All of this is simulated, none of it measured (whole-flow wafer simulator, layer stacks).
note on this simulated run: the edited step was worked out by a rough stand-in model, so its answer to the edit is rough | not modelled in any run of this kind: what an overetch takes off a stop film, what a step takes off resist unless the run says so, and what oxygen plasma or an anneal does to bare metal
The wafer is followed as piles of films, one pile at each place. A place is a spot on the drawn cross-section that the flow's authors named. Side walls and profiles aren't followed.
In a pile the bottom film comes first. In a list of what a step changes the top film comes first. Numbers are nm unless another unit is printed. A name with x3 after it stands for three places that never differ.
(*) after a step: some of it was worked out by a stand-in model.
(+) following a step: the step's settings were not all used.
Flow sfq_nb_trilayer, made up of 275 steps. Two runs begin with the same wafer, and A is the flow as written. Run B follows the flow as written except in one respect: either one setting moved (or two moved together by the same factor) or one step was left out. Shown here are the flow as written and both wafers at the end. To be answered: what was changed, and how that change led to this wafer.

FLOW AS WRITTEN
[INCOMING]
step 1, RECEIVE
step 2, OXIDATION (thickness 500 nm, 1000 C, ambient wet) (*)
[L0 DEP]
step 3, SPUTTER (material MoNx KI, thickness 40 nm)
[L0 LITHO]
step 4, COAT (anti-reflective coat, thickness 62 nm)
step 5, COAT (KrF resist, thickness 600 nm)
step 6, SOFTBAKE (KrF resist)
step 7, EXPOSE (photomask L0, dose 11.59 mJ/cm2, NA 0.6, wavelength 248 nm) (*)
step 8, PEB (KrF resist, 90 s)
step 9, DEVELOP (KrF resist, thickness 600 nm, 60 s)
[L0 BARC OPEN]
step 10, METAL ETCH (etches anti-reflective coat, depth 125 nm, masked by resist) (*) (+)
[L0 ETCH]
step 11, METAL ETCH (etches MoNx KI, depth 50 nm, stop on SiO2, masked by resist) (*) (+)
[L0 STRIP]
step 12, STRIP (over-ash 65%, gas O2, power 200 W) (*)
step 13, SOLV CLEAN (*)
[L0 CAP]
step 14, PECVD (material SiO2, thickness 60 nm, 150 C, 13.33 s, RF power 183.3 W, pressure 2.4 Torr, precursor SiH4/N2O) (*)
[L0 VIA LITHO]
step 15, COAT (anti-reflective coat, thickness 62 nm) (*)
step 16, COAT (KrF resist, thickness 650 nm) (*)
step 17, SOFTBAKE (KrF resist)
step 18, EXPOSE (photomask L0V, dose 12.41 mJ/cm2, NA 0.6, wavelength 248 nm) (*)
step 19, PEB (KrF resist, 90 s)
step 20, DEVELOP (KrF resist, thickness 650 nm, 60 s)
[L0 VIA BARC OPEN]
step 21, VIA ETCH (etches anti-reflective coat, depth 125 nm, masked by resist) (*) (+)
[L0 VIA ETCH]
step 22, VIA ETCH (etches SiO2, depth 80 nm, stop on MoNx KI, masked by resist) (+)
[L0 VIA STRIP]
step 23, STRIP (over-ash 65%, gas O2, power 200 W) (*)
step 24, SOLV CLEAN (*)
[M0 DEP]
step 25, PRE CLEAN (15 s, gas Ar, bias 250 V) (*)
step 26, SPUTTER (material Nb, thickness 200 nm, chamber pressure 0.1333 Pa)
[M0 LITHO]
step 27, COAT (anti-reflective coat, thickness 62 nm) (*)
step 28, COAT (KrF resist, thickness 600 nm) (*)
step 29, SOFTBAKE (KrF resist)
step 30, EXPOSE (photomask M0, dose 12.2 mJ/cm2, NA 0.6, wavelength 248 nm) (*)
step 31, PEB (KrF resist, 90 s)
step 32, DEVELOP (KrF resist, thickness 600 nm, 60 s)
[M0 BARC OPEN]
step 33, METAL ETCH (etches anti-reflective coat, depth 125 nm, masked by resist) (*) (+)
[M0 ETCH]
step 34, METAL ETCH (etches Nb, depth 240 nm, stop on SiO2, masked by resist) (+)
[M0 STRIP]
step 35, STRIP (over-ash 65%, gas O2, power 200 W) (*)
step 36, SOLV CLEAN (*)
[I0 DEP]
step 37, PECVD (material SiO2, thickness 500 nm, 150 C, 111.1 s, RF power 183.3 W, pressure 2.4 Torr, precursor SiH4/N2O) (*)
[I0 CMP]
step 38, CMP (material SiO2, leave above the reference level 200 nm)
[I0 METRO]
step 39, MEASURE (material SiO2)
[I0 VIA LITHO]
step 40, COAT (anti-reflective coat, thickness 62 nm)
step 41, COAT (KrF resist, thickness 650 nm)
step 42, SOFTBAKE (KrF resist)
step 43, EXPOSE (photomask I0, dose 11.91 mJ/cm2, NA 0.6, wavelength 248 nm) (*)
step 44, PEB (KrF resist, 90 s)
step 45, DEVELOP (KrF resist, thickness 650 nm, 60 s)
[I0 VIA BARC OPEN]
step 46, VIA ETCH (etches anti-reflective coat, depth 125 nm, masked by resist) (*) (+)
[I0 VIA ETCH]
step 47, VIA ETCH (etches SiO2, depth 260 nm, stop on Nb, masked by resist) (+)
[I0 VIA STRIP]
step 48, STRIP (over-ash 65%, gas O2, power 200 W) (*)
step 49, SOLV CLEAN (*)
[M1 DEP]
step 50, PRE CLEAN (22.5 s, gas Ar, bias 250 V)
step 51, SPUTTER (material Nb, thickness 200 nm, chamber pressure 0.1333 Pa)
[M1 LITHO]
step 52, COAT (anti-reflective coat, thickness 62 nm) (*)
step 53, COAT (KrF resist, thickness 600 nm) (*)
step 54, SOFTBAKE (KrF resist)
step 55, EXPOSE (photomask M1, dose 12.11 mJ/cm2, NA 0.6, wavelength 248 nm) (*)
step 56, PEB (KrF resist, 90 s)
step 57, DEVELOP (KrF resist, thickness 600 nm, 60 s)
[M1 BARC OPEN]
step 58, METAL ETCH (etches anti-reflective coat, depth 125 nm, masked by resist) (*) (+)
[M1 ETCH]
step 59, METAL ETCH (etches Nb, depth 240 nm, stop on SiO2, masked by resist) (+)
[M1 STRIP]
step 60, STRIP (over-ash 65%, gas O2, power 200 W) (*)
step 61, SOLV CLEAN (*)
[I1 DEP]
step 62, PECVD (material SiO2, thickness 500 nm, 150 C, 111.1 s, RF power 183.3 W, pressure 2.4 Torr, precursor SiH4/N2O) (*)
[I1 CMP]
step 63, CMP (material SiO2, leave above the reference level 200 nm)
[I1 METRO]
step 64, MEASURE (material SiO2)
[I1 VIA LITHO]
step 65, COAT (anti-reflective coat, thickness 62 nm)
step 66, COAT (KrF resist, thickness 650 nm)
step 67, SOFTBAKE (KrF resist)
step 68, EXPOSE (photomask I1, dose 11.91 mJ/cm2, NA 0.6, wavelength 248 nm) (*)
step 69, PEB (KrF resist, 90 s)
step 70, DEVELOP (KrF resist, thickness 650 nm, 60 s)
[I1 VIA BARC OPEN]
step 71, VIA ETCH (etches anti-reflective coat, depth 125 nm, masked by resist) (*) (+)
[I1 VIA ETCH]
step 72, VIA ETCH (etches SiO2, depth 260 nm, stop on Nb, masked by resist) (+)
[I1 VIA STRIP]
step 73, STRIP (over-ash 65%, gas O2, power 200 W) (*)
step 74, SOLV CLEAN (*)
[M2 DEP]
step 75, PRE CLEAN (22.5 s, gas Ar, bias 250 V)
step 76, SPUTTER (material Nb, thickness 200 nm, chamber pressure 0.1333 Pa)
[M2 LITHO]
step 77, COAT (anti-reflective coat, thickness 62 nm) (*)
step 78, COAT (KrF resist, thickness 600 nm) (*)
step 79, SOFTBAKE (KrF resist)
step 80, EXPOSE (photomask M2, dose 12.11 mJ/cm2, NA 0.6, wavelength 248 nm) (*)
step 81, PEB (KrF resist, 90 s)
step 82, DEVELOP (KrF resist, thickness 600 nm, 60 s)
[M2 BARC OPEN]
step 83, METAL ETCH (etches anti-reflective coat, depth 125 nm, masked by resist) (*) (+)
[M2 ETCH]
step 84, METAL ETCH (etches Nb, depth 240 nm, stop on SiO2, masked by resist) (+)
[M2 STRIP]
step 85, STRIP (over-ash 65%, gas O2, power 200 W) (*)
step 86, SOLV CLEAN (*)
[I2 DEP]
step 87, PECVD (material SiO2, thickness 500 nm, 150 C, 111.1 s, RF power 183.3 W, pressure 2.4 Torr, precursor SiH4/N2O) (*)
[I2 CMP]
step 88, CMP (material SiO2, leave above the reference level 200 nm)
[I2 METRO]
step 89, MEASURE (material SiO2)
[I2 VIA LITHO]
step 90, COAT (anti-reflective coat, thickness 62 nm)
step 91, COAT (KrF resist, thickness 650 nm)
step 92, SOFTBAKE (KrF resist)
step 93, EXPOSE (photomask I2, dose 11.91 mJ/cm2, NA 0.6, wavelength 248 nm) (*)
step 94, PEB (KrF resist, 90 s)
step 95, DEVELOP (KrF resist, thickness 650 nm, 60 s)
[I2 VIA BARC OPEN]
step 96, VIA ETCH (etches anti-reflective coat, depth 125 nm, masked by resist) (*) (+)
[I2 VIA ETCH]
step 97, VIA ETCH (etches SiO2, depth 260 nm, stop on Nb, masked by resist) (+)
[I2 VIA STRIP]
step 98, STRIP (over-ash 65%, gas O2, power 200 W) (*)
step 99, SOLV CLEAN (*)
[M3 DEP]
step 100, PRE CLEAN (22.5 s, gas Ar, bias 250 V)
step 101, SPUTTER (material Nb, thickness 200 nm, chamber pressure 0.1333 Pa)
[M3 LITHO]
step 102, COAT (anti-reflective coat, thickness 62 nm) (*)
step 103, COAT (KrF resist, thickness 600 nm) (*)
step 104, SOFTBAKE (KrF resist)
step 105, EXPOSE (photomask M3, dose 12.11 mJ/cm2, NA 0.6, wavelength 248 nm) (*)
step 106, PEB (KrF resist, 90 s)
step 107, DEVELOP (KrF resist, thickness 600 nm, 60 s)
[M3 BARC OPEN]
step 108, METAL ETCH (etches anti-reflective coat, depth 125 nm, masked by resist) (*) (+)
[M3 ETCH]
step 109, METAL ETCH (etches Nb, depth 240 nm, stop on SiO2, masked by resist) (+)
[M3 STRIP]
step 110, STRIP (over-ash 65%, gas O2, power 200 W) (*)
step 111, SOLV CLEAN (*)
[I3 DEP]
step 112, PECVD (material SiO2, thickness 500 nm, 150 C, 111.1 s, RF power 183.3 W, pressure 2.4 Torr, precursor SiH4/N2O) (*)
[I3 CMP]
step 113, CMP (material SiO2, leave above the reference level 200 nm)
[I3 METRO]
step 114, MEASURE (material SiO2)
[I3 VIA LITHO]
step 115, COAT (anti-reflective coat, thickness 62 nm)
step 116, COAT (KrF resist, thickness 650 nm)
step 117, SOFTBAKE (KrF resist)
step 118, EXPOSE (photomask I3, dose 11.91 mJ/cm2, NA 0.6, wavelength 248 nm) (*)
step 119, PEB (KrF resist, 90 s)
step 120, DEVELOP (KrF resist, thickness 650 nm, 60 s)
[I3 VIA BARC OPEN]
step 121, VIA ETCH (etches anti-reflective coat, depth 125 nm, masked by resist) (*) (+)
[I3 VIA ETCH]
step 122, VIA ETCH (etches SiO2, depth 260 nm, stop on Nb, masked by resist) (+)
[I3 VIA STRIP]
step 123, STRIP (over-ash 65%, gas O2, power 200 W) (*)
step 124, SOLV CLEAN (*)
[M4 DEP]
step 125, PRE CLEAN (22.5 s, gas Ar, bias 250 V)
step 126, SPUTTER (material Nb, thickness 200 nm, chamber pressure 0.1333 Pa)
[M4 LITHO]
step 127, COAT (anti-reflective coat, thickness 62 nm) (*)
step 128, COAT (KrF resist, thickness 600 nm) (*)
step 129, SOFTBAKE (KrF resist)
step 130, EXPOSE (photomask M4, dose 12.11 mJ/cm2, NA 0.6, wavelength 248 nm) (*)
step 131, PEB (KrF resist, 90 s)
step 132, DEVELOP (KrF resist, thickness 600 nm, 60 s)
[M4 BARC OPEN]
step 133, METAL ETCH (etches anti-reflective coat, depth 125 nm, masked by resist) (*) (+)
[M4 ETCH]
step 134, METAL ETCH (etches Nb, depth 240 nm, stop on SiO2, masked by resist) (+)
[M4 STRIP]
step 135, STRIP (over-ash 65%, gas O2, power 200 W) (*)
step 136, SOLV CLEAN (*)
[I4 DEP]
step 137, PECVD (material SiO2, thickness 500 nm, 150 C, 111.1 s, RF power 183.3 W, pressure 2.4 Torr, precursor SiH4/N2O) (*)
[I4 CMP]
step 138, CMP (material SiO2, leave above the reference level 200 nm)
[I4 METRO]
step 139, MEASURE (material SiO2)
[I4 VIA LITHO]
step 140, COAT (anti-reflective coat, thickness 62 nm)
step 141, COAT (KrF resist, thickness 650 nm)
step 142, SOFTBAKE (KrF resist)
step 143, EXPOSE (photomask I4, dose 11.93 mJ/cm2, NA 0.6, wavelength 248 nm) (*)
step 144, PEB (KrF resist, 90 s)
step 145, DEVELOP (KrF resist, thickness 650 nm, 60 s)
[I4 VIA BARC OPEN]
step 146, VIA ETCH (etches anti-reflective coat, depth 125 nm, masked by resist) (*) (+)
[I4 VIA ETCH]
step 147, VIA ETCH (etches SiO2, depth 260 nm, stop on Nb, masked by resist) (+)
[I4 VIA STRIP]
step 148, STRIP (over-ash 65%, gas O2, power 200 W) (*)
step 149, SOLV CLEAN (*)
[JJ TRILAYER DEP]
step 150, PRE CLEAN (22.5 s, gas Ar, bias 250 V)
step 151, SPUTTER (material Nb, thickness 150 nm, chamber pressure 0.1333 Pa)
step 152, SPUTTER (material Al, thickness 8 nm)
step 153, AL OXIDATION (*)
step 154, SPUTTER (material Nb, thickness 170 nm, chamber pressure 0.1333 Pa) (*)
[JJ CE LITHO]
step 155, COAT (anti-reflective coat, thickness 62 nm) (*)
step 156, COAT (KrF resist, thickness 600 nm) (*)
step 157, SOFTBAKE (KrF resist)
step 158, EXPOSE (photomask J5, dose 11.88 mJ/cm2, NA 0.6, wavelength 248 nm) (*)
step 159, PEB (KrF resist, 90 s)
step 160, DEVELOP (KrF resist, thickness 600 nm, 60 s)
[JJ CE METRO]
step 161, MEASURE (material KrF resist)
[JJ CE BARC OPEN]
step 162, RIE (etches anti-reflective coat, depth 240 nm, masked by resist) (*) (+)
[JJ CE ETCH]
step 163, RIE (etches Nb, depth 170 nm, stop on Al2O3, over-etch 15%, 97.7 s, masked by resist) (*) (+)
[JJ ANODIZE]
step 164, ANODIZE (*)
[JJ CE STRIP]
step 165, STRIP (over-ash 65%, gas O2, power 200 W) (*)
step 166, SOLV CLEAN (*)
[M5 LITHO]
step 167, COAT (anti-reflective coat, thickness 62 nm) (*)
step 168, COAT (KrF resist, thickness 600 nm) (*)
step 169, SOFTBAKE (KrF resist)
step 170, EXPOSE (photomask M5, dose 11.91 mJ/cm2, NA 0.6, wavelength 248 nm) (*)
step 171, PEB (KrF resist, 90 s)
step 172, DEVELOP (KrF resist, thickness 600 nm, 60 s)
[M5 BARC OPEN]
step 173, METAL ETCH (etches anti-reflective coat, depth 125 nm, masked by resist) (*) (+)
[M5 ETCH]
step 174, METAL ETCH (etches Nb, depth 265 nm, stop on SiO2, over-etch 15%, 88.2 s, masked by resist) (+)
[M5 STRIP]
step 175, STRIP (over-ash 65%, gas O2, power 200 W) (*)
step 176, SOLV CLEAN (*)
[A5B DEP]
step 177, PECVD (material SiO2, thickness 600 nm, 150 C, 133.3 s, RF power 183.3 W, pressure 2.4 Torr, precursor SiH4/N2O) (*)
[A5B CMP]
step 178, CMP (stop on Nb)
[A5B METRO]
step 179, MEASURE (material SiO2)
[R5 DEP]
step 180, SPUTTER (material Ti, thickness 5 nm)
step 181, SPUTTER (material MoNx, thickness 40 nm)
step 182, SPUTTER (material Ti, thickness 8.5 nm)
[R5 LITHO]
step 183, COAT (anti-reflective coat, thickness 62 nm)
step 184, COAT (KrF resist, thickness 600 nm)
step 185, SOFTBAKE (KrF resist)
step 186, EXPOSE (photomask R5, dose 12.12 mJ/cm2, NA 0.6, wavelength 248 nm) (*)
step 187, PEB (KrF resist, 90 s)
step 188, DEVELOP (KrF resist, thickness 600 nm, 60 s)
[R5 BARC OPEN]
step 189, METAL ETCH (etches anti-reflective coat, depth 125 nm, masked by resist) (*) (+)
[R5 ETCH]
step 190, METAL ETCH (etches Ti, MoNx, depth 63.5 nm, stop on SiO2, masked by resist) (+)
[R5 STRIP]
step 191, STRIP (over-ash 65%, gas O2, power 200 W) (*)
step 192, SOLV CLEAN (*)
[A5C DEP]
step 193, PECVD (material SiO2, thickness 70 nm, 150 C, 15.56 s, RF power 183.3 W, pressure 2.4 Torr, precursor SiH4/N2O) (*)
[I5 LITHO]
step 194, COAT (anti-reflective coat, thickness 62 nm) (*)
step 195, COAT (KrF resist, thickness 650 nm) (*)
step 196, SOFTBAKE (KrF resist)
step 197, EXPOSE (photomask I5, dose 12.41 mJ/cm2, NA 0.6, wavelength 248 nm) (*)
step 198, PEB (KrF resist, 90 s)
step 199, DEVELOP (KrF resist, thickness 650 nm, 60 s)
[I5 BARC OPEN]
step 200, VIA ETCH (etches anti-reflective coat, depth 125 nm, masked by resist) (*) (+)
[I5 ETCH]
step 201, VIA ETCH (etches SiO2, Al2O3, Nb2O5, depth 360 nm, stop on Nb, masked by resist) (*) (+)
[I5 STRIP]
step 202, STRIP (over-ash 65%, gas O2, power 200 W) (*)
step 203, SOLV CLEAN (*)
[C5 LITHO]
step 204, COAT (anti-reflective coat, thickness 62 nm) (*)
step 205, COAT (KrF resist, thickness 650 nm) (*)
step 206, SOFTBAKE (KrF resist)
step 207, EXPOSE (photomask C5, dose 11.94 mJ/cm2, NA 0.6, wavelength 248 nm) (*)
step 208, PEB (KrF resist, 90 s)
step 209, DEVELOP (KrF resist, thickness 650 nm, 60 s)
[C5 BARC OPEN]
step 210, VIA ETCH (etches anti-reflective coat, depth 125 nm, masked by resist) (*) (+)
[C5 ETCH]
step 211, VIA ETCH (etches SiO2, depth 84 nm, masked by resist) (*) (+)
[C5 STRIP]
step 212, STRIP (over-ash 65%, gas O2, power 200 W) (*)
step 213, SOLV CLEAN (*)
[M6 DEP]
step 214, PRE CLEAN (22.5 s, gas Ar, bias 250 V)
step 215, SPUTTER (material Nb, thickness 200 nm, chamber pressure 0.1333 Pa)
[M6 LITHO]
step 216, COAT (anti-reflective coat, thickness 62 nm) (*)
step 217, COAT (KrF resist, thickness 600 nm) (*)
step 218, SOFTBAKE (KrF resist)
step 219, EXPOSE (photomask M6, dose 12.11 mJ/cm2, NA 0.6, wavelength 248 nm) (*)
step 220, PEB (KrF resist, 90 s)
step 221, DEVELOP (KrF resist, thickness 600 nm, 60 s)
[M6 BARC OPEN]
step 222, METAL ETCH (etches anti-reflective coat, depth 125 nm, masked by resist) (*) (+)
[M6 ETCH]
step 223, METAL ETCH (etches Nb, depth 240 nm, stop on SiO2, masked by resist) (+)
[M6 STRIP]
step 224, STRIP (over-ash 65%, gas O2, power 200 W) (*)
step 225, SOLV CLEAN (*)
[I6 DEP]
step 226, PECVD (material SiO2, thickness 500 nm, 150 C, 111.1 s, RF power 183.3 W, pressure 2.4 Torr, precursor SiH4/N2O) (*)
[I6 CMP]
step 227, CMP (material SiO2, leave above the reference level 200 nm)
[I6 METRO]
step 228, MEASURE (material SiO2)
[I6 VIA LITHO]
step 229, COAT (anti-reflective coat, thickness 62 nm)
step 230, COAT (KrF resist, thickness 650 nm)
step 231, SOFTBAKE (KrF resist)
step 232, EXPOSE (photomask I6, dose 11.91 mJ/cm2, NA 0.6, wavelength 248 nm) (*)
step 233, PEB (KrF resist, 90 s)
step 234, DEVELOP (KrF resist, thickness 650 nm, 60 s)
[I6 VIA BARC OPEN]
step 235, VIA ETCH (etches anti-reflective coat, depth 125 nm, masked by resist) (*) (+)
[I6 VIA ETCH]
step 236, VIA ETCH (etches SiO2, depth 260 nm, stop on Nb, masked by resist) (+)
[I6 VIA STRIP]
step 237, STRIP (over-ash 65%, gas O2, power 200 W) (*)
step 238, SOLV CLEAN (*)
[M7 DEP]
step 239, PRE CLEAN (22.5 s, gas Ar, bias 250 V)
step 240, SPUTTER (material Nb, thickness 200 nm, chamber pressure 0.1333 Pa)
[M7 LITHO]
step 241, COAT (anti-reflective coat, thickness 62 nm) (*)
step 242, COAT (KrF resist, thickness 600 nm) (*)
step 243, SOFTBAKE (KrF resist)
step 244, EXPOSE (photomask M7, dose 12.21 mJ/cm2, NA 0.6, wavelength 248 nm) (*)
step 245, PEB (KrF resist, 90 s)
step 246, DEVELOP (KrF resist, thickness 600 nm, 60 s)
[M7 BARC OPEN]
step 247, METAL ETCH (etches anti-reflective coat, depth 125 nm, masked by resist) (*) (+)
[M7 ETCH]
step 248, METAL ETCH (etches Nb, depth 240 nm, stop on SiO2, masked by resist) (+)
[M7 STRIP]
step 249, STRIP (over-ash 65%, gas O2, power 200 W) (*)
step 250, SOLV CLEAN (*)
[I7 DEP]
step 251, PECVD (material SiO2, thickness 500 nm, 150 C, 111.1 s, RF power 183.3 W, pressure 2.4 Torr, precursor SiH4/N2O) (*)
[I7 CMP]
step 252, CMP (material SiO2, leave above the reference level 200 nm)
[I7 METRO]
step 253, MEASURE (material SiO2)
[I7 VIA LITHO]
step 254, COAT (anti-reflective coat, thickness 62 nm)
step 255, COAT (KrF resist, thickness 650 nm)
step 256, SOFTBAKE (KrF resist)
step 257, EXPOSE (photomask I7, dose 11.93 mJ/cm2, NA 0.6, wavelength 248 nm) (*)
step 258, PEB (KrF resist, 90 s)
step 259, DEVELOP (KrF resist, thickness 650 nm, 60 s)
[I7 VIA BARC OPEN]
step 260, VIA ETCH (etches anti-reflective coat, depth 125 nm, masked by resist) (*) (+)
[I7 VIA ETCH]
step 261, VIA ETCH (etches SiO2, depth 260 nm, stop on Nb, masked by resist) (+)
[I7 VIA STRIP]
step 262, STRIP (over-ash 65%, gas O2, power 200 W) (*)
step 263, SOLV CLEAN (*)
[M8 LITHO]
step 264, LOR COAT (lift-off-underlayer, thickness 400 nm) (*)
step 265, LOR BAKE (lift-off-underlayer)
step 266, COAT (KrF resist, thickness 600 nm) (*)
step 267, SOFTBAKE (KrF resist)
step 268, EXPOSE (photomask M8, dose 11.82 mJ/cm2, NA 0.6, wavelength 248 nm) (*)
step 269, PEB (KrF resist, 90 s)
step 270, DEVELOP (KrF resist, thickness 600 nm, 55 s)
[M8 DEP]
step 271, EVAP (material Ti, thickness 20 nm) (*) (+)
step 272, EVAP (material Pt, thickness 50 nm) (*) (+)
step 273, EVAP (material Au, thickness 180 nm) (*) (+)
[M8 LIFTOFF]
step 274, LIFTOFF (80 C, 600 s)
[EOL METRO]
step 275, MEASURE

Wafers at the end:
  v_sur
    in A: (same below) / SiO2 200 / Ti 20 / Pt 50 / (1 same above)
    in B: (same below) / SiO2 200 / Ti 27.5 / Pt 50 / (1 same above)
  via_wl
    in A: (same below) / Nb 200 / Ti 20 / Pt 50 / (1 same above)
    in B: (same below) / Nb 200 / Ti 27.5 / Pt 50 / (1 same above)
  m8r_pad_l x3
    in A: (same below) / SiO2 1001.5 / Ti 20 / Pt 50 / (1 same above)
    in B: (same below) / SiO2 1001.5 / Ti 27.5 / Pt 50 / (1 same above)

What caused this: step 271, EVAP: thickness 27.5 nm was run, while the flow as written has thickness 20 nm.
The wafer itself shows it: v_sur has Ti 27.5, and step 271 as written asks for 20 nm.

Step by step, how the change led to this:
  step 271, EVAP (material Ti, thickness 20 nm) (*) (+)
      field_l, v_sur, via_wl and 103 more: A Ti gains 20 (new film) | B Ti gains 27.5 (new film)
  step 274, LIFTOFF (80 C, 600 s)
      p4_fl x3, p4_w1 x9, p4_g1 x2 and 60 more: A Au loses 180 (all of it), Pt loses 50 (all of it), Ti loses 20 (all of it), KrF resist loses 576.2 (all of it), lift-off-underlayer loses 400 (all of it) | B Au loses 180 (all of it), Pt loses 50 (all of it), Ti loses 27.5 (all of it), KrF resist loses 576.2 (all of it), lift-off-underlayer loses 400 (all of it)
      c5j, ce_r: A Au loses 180 (all of it), Pt loses 50 (all of it), Ti loses 20 (all of it), KrF resist loses 573.3 (all of it), lift-off-underlayer loses 399.3 (all of it) | B Au loses 180 (all of it), Pt loses 50 (all of it), Ti loses 27.5 (all of it), KrF resist loses 573.3 (all of it), lift-off-underlayer loses 399.3 (all of it)
      (and at 19 other places as well)
